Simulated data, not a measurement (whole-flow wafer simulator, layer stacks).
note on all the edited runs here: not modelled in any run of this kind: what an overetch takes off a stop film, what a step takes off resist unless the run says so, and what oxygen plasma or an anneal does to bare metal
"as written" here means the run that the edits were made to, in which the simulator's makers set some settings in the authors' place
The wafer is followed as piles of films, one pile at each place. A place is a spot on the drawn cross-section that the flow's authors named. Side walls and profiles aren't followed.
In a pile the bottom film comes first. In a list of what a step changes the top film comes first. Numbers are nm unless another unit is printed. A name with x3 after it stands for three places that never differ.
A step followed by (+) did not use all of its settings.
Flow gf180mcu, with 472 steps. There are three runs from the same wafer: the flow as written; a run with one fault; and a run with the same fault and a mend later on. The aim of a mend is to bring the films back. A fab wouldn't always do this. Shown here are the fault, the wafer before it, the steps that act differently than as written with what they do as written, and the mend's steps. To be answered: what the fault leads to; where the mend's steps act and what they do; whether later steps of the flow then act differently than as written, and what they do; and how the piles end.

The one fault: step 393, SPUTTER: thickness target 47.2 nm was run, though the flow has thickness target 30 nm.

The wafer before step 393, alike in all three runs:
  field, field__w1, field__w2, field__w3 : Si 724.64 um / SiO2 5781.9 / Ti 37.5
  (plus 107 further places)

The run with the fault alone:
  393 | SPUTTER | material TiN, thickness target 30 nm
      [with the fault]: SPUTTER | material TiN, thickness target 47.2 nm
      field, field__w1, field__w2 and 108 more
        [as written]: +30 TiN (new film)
        [with the fault]: +47.2 TiN (new film)
  Steps further on in the flow that do not act as written (1 other step is not shown; it differs only slightly, by no more than 2% or 0.5 nm, whichever is larger):
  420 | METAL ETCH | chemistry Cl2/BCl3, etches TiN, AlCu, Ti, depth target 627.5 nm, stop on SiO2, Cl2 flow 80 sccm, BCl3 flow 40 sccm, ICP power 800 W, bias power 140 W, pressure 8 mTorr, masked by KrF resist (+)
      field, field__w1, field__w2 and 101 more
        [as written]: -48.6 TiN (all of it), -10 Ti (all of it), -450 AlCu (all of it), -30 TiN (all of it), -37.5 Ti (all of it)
        [with the fault]: -48.6 TiN (all of it), -10 Ti (all of it), -450 AlCu (all of it), -47.2 TiN (all of it), -37.5 Ti (all of it)
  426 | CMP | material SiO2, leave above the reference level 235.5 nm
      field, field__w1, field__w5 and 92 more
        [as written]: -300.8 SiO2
        [with the fault]: -283.6 SiO2
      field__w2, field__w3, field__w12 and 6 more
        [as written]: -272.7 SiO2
        [with the fault]: -254.7 SiO2
  By the end, the piles at field__w4, field__w8, contact, m1, m1__w1, mim, mim_1p0, m1_nw depart from the flow's by more than 2% or 0.5 nm, whichever is larger.
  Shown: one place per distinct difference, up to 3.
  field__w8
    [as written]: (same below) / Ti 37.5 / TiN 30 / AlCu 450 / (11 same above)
    [with the fault]: (same below) / Ti 37.5 / TiN 47.2 / AlCu 450 / (11 same above)
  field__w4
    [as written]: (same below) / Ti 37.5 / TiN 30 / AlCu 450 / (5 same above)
    [with the fault]: (same below) / Ti 37.5 / TiN 47.2 / AlCu 450 / (5 same above)
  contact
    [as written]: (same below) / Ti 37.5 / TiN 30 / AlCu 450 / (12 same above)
    [with the fault]: (same below) / Ti 37.5 / TiN 47.2 / AlCu 450 / (12 same above)

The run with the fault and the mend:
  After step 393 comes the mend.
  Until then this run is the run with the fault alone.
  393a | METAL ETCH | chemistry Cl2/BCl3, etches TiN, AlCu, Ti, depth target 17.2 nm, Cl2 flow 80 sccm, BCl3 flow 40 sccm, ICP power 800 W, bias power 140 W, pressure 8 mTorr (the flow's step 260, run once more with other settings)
      field, field__w1, field__w2 and 108 more
        -17.2 TiN
  Later steps of the flow that are run all act as written at every place that is followed.
  At every place that both follow, the piles at the end match the flow's.
